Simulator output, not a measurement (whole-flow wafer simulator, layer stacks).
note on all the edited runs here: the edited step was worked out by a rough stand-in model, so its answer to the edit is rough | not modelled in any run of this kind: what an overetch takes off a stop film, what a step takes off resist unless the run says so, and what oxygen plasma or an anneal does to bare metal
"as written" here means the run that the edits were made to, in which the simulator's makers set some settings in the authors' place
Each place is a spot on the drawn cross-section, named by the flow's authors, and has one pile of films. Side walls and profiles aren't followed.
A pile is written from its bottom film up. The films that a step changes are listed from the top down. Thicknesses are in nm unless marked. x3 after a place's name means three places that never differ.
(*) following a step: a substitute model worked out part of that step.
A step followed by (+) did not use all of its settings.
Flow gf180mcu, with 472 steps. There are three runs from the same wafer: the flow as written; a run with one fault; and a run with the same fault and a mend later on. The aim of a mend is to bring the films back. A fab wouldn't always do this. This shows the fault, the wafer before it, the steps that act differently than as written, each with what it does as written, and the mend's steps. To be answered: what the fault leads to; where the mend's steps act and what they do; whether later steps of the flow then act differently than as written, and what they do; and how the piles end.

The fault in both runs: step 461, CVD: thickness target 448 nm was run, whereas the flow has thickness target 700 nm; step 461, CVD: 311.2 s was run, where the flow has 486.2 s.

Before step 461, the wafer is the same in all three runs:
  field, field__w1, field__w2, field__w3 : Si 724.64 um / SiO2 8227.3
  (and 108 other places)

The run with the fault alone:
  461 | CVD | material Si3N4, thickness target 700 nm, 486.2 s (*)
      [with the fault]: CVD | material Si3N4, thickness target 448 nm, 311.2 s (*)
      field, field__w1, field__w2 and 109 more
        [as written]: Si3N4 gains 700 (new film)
        [with the fault]: Si3N4 gains 448.1 (new film)
  Later steps of the flow acting differently than as written (4 more steps, not shown, differ only slightly: by at most 2% or 0.5 nm, whichever is larger):
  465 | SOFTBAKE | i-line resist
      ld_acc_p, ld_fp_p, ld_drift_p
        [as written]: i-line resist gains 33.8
        [with the fault]: i-line resist gains 32.5
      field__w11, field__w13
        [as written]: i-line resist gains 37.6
        [with the fault]: i-line resist gains 36.4
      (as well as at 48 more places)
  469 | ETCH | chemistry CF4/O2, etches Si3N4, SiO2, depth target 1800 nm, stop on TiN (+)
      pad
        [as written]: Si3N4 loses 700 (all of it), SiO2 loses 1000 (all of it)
        [with the fault]: Si3N4 loses 448.1 (all of it), SiO2 loses 1000 (all of it)
  By the end, the piles at field, field__w1, field__w2 and 108 more depart from the flow's by more than 2% or 0.5 nm, whichever is larger.
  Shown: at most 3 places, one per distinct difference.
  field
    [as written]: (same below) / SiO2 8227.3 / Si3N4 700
    [with the fault]: (same below) / SiO2 8227.3 / Si3N4 448.1
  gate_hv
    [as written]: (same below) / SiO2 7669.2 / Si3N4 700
    [with the fault]: (same below) / SiO2 7669.2 / Si3N4 448.1
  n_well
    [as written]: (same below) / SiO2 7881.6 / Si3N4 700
    [with the fault]: (same below) / SiO2 7881.6 / Si3N4 448.1

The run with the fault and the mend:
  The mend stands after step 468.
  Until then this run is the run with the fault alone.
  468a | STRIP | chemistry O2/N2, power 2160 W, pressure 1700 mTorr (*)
      iso_ptap_pw, iso_ntap_nw, iso_nw_fld and 33 more
        i-line resist loses 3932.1 (all of it)
      p_well, sti, spacer, sd_n, mim_1p0, dice_street
        i-line resist loses 3938.1 (all of it)
      field__w2, field__w3, field__w12
        i-line resist loses 3984.8 (all of it)
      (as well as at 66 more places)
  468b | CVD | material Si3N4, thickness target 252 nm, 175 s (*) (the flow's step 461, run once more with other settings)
      field, field__w1, field__w2 and 109 more
        Si3N4 gains 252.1
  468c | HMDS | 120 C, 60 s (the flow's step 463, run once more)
      alters no film at any place that is followed
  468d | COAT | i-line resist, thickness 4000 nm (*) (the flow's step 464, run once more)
      iso_ptap_pw, iso_ntap_nw, iso_nw_fld and 33 more
        i-line resist gains 4000 (new film)
      field__w9, field__w13, sd_p_hv, gate_p_hv, nplus_u, npoly_u
        i-line resist gains 4017 (new film)
      p_well, sti, spacer, sd_n, mim_1p0, dice_street
        i-line resist gains 4006.3 (new film)
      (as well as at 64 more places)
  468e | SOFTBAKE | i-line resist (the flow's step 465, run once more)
      ld_acc_p, ld_fp_p, ld_drift_p
        i-line resist gains 33.8
      field__w2, field_sub__w4
        i-line resist gains 33.4
      field__w11, field__w13
        i-line resist gains 37.6
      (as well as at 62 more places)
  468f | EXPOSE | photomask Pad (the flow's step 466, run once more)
      alters no film at any place that is followed
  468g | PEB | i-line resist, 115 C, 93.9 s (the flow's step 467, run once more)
      iso_ptap_pw, iso_ntap_nw, iso_nw_fld and 33 more
        i-line resist loses 67.9
      field, field__w2, field__w3 and 25 more
        i-line resist loses 68.8
      field_sub, field_sub__w1, field_sub__w2 and 23 more
        i-line resist loses 68.7
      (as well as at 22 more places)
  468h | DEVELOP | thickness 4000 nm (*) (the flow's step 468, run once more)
      field__w5, field__w7, field__w13 and 13 more
        i-line resist loses 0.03
      pad
        i-line resist loses 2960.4 (all of it)
  None of the later steps of the flow differs from how it acts as written, at any place that is followed, by more than 2% or 0.5 nm, whichever is larger.
  The piles end only slightly different from the flow's at the places that both follow, by no more than 2% or 0.5 nm, whichever is larger.
